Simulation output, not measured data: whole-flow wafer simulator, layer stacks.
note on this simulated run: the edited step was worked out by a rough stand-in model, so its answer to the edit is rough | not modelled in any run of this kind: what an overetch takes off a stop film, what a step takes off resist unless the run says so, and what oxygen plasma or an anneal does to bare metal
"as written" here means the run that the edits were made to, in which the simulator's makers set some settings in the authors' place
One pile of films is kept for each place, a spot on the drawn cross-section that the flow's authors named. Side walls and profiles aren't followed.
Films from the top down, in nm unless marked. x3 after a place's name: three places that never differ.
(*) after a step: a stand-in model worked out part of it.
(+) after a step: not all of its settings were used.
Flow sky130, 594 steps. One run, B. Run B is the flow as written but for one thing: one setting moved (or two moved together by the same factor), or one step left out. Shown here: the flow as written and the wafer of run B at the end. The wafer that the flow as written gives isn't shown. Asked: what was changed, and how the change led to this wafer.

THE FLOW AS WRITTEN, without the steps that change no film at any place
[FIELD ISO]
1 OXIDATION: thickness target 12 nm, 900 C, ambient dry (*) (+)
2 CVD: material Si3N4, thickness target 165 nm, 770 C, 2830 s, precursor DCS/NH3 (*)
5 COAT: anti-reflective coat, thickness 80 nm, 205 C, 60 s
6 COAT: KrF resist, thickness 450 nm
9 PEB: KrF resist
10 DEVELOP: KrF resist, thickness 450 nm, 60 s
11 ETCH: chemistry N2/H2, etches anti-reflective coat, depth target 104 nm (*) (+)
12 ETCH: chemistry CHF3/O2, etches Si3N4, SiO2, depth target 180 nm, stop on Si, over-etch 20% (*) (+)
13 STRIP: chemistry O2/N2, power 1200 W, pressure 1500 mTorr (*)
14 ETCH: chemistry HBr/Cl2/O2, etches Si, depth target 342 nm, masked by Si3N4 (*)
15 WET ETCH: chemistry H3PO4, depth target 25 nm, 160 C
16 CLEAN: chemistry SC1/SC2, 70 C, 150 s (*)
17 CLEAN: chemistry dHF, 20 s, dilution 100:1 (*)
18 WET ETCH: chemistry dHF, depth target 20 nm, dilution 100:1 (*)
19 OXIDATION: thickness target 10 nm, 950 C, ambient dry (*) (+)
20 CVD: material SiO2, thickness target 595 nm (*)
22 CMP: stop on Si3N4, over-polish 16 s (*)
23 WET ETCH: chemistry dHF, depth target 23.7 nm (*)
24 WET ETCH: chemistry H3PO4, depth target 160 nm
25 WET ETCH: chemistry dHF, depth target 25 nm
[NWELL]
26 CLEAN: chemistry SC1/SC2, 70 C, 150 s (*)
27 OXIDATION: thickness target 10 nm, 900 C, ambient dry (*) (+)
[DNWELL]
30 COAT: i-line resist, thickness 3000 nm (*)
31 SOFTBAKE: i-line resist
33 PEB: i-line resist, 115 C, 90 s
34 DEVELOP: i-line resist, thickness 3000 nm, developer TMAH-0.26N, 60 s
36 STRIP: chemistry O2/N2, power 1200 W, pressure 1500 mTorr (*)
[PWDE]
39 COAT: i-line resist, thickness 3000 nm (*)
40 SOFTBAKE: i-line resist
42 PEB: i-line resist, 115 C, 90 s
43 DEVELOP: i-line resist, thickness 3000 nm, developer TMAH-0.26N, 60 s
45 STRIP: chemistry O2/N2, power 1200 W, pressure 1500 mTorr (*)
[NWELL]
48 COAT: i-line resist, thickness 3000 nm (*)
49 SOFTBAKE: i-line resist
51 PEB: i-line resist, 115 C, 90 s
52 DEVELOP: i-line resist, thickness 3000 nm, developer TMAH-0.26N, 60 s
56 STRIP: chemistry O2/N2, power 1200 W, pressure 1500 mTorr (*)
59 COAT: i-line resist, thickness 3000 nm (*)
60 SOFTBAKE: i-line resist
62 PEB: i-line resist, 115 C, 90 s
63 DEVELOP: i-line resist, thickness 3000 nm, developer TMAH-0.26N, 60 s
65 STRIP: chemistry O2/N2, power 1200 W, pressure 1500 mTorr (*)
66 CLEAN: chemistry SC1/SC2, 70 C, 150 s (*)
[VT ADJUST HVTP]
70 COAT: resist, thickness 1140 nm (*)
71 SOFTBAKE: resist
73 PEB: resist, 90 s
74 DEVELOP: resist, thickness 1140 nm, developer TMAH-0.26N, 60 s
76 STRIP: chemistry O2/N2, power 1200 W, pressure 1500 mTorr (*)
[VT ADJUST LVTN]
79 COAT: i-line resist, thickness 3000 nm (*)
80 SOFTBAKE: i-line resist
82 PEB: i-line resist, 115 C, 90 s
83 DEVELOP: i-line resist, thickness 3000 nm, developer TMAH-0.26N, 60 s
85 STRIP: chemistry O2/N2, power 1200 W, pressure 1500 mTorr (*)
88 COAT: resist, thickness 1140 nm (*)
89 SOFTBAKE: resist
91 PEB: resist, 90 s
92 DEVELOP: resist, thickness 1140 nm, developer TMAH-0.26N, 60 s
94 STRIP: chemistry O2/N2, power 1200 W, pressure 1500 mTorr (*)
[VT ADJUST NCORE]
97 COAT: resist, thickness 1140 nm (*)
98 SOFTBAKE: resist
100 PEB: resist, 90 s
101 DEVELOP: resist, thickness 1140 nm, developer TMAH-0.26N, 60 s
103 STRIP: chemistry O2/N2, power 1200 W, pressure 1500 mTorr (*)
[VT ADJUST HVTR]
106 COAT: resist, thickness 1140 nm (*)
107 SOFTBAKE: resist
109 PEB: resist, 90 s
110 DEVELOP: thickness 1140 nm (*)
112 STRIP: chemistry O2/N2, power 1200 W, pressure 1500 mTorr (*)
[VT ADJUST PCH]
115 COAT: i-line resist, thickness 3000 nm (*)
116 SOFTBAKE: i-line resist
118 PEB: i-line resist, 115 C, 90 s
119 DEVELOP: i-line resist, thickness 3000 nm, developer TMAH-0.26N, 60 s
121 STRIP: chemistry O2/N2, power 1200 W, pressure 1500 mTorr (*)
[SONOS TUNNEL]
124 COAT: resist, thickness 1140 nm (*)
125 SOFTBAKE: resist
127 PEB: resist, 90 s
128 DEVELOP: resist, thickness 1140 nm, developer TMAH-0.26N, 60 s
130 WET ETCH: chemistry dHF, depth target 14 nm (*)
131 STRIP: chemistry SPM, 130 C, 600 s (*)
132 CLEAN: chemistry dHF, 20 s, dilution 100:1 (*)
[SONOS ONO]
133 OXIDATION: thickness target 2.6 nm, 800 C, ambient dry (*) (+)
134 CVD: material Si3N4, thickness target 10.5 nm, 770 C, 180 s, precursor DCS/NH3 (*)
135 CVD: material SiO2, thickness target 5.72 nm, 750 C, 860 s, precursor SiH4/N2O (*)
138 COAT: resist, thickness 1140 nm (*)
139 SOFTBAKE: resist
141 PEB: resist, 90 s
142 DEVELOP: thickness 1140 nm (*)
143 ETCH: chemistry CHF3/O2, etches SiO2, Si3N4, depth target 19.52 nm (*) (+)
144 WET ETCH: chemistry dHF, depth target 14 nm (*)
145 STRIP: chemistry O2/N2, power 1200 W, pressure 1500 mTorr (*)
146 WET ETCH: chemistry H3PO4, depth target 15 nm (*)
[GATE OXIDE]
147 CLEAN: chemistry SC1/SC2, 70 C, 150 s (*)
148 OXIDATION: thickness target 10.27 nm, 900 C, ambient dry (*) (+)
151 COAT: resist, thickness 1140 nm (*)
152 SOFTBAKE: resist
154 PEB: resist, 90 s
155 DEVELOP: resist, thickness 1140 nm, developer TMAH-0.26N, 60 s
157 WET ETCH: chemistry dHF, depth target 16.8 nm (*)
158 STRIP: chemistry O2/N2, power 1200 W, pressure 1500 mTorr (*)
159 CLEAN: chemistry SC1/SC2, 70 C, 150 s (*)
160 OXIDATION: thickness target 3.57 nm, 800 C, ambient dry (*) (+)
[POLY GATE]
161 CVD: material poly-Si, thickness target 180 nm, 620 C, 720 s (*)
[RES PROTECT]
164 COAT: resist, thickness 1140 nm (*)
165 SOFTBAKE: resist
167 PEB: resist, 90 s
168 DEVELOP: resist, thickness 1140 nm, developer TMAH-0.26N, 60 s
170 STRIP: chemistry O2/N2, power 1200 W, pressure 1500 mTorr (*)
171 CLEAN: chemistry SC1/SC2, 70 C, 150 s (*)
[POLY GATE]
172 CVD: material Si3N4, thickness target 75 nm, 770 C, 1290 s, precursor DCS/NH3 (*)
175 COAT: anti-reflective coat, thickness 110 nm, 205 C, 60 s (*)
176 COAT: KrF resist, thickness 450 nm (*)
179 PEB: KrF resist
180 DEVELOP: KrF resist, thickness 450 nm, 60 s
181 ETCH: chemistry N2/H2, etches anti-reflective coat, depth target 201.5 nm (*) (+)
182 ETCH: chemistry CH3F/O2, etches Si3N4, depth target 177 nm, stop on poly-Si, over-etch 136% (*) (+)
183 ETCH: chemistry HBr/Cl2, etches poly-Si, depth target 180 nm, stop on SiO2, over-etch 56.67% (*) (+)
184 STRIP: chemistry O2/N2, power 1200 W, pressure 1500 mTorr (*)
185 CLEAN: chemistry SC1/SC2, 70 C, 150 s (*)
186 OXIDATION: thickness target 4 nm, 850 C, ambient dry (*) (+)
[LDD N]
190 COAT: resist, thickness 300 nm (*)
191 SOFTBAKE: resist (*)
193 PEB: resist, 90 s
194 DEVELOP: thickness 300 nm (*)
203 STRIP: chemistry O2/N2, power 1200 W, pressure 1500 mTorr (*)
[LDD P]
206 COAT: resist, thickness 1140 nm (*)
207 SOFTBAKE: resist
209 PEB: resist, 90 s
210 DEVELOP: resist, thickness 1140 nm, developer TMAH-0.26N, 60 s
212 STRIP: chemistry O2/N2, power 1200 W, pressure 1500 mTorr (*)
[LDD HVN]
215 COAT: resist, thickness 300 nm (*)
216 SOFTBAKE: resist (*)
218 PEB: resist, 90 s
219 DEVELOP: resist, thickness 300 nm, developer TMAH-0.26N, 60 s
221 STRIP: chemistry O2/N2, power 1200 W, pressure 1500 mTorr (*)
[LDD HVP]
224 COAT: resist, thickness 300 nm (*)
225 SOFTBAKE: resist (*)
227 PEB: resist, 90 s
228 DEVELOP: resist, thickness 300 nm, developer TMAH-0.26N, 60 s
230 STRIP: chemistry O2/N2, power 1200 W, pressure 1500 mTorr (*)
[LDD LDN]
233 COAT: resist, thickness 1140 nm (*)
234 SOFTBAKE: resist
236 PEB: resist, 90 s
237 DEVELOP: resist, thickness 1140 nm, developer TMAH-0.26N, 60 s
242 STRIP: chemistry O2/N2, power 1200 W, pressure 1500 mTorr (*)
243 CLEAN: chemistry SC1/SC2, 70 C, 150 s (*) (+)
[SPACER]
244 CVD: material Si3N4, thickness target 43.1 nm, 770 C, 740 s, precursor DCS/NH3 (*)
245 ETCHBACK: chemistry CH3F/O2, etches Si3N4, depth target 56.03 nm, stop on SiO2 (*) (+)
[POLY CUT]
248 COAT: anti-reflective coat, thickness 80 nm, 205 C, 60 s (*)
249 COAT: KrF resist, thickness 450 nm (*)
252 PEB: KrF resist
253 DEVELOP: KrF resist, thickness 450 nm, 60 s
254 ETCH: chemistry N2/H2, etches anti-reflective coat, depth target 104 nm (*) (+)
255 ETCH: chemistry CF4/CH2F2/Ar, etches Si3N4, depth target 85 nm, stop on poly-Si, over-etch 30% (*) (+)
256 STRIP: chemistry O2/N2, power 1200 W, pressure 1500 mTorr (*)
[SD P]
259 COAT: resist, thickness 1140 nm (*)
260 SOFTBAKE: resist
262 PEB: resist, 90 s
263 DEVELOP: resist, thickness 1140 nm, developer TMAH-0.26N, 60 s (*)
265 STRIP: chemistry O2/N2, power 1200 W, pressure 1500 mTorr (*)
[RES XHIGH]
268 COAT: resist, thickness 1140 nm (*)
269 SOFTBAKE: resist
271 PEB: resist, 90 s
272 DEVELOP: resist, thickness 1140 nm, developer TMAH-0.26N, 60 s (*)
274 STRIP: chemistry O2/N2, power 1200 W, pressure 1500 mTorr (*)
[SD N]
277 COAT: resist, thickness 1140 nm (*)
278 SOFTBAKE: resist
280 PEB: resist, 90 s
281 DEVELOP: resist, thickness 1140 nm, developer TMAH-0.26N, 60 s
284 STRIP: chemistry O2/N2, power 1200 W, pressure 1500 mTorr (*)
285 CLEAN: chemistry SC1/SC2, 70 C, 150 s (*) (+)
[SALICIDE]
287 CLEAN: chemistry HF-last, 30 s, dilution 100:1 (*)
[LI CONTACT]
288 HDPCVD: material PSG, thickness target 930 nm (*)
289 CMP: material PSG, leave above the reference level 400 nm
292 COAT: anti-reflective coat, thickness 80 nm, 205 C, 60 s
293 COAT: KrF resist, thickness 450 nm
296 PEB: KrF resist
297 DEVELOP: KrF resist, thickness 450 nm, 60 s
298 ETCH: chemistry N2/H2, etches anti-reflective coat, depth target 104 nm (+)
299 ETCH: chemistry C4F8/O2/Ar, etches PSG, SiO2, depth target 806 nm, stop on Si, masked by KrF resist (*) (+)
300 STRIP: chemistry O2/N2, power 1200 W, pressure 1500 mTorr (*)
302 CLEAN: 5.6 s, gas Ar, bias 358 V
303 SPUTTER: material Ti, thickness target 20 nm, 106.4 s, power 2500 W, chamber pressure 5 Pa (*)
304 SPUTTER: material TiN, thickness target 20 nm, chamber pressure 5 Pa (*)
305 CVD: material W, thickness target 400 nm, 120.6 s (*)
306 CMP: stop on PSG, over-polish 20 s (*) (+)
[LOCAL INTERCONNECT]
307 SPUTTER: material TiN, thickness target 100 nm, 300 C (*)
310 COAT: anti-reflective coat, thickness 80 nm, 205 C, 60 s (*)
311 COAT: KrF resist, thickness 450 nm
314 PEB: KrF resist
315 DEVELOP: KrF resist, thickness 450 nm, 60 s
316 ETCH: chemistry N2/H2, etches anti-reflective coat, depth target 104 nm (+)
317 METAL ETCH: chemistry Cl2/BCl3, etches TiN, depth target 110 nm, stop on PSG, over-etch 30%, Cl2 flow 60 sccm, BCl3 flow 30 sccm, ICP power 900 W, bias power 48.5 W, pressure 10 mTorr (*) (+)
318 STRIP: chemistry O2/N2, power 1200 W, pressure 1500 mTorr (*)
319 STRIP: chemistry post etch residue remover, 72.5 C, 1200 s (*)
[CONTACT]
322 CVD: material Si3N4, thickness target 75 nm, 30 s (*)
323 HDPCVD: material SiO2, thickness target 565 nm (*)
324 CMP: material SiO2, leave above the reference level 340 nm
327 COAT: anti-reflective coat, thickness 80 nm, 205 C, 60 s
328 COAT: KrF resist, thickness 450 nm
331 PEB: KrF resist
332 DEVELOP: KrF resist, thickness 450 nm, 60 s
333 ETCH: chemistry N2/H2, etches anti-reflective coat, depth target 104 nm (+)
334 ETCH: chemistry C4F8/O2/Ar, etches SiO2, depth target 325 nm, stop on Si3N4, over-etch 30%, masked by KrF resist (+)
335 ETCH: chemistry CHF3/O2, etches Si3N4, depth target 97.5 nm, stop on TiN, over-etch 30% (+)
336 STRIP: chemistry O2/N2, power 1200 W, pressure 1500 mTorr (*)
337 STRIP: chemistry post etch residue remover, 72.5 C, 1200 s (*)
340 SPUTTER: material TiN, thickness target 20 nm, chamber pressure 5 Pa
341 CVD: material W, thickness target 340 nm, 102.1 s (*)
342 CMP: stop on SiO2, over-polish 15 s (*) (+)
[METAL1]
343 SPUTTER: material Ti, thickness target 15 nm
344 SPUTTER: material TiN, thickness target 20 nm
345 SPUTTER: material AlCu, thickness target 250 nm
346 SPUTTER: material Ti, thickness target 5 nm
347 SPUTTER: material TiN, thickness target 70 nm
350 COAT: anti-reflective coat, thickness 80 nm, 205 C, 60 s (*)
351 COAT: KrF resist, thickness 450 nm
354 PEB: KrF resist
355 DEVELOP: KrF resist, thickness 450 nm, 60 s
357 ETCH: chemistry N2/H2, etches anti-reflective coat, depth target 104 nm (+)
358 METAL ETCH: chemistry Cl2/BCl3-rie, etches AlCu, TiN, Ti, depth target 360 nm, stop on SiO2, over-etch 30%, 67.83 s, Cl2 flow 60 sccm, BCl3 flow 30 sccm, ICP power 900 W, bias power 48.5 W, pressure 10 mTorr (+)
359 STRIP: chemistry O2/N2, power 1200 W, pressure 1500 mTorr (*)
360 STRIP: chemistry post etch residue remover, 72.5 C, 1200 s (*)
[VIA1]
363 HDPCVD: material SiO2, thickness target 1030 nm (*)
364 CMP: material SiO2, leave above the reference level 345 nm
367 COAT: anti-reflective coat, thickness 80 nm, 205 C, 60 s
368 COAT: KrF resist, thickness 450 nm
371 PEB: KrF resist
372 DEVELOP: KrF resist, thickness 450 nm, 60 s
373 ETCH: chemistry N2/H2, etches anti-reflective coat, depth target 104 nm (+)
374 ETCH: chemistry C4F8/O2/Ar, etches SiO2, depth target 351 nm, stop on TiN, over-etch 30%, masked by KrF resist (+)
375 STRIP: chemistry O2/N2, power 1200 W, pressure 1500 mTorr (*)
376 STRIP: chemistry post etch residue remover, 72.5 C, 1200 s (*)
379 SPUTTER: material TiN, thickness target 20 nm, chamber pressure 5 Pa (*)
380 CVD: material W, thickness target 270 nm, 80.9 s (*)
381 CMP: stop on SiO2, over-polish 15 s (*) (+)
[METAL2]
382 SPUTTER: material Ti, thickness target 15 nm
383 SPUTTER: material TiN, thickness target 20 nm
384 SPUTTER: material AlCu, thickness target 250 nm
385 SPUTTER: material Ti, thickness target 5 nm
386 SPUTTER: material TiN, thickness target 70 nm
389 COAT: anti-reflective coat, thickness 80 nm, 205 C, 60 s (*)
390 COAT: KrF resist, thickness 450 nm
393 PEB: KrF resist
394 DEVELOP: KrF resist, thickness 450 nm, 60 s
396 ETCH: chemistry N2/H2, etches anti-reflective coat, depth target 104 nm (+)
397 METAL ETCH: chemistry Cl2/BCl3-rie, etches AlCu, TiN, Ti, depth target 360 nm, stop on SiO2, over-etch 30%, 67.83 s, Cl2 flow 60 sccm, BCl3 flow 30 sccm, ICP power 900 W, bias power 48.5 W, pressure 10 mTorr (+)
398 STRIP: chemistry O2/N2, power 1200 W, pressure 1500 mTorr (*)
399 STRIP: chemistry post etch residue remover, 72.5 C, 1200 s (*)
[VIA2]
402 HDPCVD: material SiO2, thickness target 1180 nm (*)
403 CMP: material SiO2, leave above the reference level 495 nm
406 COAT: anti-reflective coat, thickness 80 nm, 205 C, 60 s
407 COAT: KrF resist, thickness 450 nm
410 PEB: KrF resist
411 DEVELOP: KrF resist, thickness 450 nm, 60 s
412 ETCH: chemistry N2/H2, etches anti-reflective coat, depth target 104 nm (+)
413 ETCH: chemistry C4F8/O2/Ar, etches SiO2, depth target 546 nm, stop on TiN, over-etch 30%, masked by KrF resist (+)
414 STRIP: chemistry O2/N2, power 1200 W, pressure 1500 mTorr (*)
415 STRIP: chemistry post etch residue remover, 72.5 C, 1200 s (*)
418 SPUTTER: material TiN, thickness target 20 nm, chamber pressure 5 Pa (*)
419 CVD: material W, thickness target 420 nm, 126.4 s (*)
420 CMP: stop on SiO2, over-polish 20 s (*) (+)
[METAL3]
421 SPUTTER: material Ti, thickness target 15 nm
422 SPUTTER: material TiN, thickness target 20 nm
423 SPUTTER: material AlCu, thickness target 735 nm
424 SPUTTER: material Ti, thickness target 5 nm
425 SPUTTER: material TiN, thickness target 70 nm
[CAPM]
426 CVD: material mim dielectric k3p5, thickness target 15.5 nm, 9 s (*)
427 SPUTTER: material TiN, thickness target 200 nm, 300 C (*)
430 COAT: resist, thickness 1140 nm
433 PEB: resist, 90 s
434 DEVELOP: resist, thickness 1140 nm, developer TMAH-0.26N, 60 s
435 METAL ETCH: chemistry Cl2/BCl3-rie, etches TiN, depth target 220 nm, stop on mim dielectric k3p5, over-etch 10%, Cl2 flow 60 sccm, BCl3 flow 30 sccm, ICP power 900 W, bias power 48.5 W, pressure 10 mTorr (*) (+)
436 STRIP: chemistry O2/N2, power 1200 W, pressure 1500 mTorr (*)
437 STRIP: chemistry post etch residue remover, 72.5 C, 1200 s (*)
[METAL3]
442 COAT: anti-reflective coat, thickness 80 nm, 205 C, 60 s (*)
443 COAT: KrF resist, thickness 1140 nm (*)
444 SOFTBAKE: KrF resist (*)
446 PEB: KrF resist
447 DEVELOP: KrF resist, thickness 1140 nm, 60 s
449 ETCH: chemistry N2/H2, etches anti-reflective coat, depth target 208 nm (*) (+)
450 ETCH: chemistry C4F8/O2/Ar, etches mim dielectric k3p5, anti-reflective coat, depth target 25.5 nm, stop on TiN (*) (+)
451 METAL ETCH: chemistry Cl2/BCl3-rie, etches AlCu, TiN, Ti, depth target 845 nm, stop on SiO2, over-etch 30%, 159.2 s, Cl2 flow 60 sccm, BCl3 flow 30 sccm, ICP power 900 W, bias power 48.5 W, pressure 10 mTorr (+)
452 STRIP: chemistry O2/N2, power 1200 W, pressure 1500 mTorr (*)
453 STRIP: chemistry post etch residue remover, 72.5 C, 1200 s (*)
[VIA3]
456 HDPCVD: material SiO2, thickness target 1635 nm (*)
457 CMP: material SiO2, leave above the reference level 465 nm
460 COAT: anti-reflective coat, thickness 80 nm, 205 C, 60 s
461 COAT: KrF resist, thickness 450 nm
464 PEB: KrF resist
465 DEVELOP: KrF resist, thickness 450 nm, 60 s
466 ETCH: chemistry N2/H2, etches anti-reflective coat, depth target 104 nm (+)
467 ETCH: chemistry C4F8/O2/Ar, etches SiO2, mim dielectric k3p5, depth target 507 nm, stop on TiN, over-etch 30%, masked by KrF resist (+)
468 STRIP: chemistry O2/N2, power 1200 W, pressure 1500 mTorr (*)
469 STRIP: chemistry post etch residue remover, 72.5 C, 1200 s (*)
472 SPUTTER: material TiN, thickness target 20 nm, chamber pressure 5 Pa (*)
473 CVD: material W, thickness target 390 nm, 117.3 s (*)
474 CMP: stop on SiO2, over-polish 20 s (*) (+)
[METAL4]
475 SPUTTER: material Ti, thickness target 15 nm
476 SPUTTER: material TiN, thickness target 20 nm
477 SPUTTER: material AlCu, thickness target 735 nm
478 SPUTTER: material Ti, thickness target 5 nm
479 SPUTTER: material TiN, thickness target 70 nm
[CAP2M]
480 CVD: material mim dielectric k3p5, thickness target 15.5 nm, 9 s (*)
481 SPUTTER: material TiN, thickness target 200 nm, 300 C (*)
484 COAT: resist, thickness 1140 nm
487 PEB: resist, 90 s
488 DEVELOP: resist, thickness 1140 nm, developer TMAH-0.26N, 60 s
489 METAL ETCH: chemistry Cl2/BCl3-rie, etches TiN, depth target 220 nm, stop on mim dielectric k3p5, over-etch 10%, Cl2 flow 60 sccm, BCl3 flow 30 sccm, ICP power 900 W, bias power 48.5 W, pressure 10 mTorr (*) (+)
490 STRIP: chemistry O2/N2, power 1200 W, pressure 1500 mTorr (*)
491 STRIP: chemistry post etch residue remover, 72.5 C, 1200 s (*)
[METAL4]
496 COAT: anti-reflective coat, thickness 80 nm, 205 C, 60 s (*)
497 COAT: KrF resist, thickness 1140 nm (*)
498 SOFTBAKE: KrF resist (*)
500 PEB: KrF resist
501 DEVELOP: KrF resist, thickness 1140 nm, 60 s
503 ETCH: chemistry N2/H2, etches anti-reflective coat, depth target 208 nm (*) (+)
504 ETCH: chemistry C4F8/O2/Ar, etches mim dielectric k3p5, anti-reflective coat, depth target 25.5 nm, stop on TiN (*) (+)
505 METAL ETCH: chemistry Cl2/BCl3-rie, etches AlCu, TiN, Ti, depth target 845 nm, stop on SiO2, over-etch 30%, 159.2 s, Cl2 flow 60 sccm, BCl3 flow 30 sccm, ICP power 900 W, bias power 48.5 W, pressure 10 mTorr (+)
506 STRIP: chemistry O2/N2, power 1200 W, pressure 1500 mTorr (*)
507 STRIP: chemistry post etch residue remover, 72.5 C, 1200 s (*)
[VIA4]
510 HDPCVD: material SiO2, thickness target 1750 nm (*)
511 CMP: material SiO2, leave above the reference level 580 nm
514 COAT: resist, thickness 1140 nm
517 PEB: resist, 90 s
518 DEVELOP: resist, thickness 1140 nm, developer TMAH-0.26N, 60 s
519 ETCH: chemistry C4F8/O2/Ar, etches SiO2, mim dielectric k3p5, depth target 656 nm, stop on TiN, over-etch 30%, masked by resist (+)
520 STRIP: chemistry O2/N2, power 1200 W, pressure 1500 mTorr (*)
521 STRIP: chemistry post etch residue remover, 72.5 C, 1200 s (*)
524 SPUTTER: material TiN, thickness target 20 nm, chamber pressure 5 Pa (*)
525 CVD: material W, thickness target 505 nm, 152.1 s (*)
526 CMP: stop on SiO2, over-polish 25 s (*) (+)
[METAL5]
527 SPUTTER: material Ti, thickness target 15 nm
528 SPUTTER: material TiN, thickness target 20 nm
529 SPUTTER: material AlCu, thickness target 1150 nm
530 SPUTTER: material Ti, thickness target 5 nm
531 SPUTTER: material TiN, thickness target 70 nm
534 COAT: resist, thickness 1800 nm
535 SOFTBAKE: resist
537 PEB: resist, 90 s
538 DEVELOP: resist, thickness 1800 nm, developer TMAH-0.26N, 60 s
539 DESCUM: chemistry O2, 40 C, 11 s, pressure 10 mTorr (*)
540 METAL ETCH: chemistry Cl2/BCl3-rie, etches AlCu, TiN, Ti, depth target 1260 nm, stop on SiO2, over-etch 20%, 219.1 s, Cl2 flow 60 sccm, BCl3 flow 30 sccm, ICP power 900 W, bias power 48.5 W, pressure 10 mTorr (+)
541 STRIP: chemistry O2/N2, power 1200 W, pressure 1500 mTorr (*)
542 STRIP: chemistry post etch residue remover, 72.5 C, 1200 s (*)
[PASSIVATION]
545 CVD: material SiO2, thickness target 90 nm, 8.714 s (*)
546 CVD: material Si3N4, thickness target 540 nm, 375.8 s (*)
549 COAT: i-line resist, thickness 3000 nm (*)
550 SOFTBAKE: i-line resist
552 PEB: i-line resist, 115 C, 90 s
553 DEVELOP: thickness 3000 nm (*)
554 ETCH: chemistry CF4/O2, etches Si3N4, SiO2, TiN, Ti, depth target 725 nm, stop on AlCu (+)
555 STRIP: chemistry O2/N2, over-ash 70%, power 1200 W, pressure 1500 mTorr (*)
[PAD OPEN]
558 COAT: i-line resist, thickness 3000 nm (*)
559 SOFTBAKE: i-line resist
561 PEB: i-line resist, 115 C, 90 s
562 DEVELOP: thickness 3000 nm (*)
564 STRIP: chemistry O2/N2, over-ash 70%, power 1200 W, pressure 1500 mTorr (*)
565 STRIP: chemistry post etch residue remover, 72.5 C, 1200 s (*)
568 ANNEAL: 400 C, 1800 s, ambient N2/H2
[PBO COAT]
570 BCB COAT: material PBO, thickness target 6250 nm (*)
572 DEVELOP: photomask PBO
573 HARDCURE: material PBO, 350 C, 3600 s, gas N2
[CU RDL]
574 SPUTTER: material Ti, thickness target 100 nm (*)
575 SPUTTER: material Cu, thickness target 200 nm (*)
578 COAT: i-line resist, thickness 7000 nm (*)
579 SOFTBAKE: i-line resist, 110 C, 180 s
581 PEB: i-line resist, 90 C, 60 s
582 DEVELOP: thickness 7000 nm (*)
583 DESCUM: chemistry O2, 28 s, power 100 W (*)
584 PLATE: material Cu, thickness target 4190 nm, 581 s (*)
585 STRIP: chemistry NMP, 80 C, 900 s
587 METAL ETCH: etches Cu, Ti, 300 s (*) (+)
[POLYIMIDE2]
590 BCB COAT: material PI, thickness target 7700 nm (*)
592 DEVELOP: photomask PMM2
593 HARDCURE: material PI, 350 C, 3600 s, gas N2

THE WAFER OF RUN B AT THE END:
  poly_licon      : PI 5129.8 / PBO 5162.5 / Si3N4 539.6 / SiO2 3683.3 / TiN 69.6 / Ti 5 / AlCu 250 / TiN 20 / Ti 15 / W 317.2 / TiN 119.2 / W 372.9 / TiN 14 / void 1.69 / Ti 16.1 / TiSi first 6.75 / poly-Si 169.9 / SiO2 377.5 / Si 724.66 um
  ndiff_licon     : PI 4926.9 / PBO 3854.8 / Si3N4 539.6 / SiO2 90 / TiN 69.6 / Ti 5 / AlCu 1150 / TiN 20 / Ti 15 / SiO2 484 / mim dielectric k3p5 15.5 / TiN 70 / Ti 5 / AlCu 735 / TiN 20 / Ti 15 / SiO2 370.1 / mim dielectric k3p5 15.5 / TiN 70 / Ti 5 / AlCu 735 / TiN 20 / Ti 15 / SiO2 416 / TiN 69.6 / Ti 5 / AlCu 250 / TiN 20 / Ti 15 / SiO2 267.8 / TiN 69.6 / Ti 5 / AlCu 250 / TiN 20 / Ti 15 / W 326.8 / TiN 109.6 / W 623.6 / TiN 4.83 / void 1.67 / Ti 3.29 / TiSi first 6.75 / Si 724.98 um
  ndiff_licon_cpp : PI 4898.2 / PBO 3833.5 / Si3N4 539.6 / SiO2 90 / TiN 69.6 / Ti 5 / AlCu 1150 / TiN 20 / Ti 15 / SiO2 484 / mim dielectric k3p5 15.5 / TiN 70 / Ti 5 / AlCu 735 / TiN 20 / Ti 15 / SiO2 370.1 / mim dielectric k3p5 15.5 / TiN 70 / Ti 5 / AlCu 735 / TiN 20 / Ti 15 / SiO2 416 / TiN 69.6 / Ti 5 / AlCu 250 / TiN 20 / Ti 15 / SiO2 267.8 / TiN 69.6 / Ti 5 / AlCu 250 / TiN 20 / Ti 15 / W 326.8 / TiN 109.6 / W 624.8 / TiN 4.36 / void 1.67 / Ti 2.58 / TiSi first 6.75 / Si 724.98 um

The cause: step 304, SPUTTER: thickness target 14 nm was run, where the flow has thickness target 20 nm.
It can be read off the wafer: poly_licon has TiN 14, and step 304 as written asks for 20 nm.

How the change led to this, step by step:
  304 SPUTTER: material TiN, thickness target 20 nm, chamber pressure 5 Pa (*)
      field, active, n_well and 185 more: TiN +14 (new film) (as written it would be: TiN +20 (new film))
      ndiff_licon: TiN +4.83 (new film) (as written it would be: TiN +6.83 (new film))
      (and at 2 more places)
  306 CMP: stop on PSG, over-polish 20 s (*) (+)
      field, active, n_well and 184 more: W -400 (all of it), TiN -14 (all of it), Ti -20 (all of it), PSG -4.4 (as written it would be: W -400 (all of it), TiN -20 (all of it), Ti -20 (all of it), PSG -4.4)
      poly_licon: W -27.1 (as written it would be: W -33.1)
